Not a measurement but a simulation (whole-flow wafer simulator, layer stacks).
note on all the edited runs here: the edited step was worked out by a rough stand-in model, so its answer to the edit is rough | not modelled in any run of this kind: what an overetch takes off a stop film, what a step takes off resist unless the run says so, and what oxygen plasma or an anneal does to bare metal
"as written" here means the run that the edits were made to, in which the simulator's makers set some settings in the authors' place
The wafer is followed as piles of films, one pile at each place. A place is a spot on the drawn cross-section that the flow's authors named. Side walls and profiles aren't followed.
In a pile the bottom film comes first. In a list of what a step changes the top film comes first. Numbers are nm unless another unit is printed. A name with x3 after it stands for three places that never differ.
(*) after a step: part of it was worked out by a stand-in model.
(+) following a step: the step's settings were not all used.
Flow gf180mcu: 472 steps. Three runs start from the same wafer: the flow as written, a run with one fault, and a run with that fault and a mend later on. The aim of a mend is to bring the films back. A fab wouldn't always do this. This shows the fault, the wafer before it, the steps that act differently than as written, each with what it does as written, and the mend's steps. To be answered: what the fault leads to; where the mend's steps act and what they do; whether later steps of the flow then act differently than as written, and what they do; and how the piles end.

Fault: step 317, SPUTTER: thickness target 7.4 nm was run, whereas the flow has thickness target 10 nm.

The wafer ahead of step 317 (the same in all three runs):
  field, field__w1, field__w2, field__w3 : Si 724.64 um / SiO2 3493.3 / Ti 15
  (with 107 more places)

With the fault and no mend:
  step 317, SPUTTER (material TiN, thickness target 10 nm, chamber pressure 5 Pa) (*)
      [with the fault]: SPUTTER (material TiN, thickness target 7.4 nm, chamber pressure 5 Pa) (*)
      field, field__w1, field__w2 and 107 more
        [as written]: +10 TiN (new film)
        [with the fault]: +7.4 TiN (new film)
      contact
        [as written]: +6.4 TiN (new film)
        [with the fault]: +4.74 TiN (new film)
  Steps later in the flow that act otherwise than as written (1 other step is not shown; it differs only slightly, by no more than 2% or 0.5 nm, whichever is larger):
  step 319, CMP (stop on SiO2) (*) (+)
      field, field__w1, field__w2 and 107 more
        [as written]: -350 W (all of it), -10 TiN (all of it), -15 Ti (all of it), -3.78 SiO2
        [with the fault]: -350 W (all of it), -7.4 TiN (all of it), -15 Ti (all of it), -3.76 SiO2
  By the end, the piles at contact depart from the flow's by more than 2% or 0.5 nm, whichever is larger.
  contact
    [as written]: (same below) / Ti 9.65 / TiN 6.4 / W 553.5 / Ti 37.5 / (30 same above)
    [with the fault]: (same below) / Ti 9.65 / TiN 4.74 / W 555.2 / Ti 37.5 / (30 same above)

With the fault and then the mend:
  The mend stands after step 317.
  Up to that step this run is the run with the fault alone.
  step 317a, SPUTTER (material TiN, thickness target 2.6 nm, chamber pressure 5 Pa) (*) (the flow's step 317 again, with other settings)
      field, field__w1, field__w2 and 107 more
        +2.6 TiN
      contact
        +1.66 TiN
  Every later step of the flow that is run acts as written at every place that is followed.
  The piles end the same as the flow's at every place that both follow.
